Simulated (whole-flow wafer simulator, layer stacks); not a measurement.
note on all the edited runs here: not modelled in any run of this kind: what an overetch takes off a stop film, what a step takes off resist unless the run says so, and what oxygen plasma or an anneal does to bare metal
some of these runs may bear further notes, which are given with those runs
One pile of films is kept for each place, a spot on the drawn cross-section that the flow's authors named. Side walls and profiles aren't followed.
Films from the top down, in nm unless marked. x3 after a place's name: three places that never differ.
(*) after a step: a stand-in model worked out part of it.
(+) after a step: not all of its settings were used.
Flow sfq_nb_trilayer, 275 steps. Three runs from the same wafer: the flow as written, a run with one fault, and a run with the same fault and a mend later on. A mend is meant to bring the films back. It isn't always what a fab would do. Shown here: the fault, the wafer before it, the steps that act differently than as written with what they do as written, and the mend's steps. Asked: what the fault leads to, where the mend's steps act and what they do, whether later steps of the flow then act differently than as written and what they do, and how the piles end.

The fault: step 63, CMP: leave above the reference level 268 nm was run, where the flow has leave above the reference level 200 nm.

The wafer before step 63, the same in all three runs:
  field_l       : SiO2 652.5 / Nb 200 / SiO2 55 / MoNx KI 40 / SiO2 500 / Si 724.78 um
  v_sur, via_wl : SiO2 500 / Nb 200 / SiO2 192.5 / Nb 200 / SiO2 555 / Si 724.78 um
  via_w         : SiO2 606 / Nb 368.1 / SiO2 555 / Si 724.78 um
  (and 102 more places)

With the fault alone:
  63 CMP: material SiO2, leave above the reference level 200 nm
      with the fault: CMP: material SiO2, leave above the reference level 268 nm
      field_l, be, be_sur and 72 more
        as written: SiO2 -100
        with the fault: SiO2 -32
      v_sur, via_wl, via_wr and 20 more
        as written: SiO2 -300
        with the fault: SiO2 -232
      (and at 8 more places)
  Later steps of the flow that act differently than as written (4 more steps differ only slightly, by at most 2% or 0.5 nm, whichever is larger, and aren't shown):
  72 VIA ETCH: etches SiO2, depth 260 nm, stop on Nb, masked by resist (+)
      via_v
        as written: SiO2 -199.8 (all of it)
        with the fault: SiO2 -260
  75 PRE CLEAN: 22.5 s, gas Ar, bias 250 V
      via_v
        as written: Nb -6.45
        with the fault: SiO2 -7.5
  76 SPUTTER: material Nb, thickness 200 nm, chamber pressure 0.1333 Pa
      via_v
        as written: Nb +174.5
        with the fault: Nb +163.1 (new film)
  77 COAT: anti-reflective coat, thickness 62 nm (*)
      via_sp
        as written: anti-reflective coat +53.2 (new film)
        with the fault: anti-reflective coat +51.9 (new film)
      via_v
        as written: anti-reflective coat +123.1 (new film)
        with the fault: anti-reflective coat +136.1 (new film)
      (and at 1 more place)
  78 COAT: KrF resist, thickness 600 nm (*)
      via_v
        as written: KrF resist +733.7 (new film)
        with the fault: KrF resist +783.4 (new film)
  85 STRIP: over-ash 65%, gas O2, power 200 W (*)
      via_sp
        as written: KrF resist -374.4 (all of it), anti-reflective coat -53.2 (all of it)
        with the fault: KrF resist -370.4 (all of it), anti-reflective coat -51.9 (all of it)
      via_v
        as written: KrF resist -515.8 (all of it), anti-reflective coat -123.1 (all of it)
        with the fault: KrF resist -565.3 (all of it), anti-reflective coat -136.1 (all of it)
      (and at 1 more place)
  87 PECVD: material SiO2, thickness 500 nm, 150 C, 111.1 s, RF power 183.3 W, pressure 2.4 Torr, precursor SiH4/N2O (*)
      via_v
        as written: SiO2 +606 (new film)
        with the fault: SiO2 +678.7 (new film)
  At the end the piles differ from the flow's by more than 2% or 0.5 nm, whichever is larger, at field_l, v_sur, via_wl and 103 more.
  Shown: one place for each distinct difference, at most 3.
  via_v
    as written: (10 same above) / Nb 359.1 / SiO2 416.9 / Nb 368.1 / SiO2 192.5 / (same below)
    with the fault: (10 same above) / Nb 359.1 / SiO2 489.6 / Nb 163.1 / SiO2 0.34 / Nb 200 / SiO2 192.5 / (same below)
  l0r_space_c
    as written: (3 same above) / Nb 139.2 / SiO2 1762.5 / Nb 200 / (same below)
    with the fault: (3 same above) / Nb 139.2 / SiO2 1830.5 / Nb 200 / (same below)
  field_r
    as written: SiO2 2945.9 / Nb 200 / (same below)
    with the fault: SiO2 3013.9 / Nb 200 / (same below)

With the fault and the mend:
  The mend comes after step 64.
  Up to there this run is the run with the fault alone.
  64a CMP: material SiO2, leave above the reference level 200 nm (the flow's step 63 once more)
      field_l, v_sur, via_wl and 103 more
        SiO2 -68
  No later step of the flow acts differently than as written at any place that is followed.
  At the end the piles are the same as the flow's at every place that both follow.
